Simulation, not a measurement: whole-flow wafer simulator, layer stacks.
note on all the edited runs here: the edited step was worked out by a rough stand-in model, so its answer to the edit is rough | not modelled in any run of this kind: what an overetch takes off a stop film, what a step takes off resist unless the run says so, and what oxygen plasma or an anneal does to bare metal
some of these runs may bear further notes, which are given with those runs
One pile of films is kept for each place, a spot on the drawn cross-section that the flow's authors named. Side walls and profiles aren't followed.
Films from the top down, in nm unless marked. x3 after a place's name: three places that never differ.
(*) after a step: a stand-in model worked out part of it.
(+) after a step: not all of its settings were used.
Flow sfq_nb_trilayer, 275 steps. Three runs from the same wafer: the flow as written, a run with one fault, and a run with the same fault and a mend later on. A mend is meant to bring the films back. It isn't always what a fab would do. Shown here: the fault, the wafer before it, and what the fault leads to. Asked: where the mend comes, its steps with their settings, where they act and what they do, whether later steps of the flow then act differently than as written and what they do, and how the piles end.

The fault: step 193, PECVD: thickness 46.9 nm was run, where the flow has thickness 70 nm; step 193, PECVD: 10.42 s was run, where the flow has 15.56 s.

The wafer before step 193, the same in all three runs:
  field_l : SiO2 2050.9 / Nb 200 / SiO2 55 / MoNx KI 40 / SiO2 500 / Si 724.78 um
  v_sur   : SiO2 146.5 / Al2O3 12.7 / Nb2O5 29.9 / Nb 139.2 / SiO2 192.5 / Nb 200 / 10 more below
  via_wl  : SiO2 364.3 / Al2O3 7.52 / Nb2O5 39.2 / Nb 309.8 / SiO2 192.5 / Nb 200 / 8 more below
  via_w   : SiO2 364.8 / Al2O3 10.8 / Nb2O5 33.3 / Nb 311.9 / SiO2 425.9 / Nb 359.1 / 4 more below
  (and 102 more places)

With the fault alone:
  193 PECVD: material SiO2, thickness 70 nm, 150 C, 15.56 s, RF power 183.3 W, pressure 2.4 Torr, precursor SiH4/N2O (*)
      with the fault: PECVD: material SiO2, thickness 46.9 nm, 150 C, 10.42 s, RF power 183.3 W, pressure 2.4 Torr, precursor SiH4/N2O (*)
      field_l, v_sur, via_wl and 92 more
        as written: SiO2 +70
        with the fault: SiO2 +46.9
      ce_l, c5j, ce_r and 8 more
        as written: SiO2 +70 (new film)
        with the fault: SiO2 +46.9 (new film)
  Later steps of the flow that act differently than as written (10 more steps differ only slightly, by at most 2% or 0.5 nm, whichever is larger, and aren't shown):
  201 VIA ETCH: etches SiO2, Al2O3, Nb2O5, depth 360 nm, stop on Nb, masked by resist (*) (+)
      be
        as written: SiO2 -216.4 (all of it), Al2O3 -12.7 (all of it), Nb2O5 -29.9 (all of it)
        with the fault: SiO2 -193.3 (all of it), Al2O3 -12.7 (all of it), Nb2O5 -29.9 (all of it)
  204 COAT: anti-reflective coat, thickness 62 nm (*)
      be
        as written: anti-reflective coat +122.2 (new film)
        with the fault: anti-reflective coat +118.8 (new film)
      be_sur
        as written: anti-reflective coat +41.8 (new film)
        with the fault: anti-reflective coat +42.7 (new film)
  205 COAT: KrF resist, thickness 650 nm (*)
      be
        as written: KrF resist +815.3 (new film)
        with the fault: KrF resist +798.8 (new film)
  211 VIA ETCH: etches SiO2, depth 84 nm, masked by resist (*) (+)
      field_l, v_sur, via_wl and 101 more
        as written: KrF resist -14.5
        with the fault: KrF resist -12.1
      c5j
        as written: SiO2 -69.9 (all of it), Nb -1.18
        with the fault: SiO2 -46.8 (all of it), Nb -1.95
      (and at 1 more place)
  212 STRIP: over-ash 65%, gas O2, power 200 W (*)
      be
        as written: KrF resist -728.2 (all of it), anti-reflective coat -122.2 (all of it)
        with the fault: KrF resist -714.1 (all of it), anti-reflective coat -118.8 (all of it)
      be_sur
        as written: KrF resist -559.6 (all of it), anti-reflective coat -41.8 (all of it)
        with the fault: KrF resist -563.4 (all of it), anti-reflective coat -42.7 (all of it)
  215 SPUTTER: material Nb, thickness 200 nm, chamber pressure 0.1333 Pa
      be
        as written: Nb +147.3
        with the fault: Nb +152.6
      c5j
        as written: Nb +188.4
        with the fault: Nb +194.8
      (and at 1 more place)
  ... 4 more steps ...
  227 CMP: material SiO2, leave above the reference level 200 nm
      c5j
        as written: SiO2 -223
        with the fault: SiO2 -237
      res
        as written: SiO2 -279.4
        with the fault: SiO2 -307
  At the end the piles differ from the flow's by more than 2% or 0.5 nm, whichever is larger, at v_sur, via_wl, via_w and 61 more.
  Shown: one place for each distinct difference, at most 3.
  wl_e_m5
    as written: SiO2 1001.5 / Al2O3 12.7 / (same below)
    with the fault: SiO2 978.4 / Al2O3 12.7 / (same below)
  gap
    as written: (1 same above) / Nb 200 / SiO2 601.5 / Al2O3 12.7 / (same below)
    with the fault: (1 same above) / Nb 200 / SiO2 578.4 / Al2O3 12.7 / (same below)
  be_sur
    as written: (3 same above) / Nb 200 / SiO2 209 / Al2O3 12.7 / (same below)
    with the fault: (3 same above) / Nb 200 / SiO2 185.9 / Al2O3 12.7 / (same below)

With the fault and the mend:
  The mend comes after step 199.
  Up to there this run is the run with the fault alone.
  199a STRIP: over-ash 65%, gas O2, power 200 W (*)
      p4_fl x3, p4_w1 x9, p4_g1 x2 and 33 more
        KrF resist -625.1 (all of it), anti-reflective coat -62 (all of it)
      wl_b_m5, wl_b_sr, wl_c_sl and 12 more
        KrF resist -625 (all of it), anti-reflective coat -62 (all of it)
      v_sur, via_wl, via_w
        KrF resist -625.7 (all of it), anti-reflective coat -62.2 (all of it)
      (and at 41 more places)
  199b PECVD: material SiO2, thickness 23.1 nm, 150 C, 5.133 s, RF power 183.3 W, pressure 2.4 Torr, precursor SiH4/N2O (*) (the flow's step 193 once more, with other settings)
      field_l, v_sur, via_wl and 103 more
        SiO2 +23.1
  199c COAT: anti-reflective coat, thickness 62 nm (*) (the flow's step 194 once more)
      p4_fl x3, p4_w1 x9, p4_g1 x2 and 50 more
        anti-reflective coat +62 (new film)
      via_wr, via_sp, via_v, wire, lsp_r, l0_sur, l0v
        anti-reflective coat +62.3 (new film)
      be, be_sur, gap, lsp_m, ln_m6
        anti-reflective coat +62.4 (new film)
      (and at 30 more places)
  199d COAT: KrF resist, thickness 650 nm (*) (the flow's step 195 once more)
      p4_fl x3, p4_w1 x9, p4_g1 x2 and 33 more
        KrF resist +650 (new film)
      wl_b_m5, wl_b_sr, wl_c_sl and 12 more
        KrF resist +649.9 (new film)
      v_sur, via_wl, via_w
        KrF resist +650.6 (new film)
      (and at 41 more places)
  199e SOFTBAKE: KrF resist (the flow's step 196 once more)
      changes no film at any place that is followed
  199f EXPOSE: photomask I5, dose 12.41 mJ/cm2, NA 0.6, wavelength 248 nm (*) (the flow's step 197 once more)
      changes no film at any place that is followed
  199g PEB: KrF resist, 90 s (the flow's step 198 once more)
      field_l, v_sur, via_wl and 87 more
        KrF resist -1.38
      jj_sur, ce_l, sp_r, moat, field_r, wl_jj
        KrF resist -1.39
      be_r, r_sur, res, r_end
        KrF resist -1.33
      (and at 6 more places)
  199h DEVELOP: KrF resist, thickness 650 nm, 60 s (the flow's step 199 once more)
      field_l, v_sur, via_wl and 102 more
        KrF resist -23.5
      be
        KrF resist -649.8 (all of it)
  No later step of the flow acts differently than as written, at any place that is followed, by more than 2% or 0.5 nm, whichever is larger.
  At the end the piles are the same as the flow's at every place that both follow.
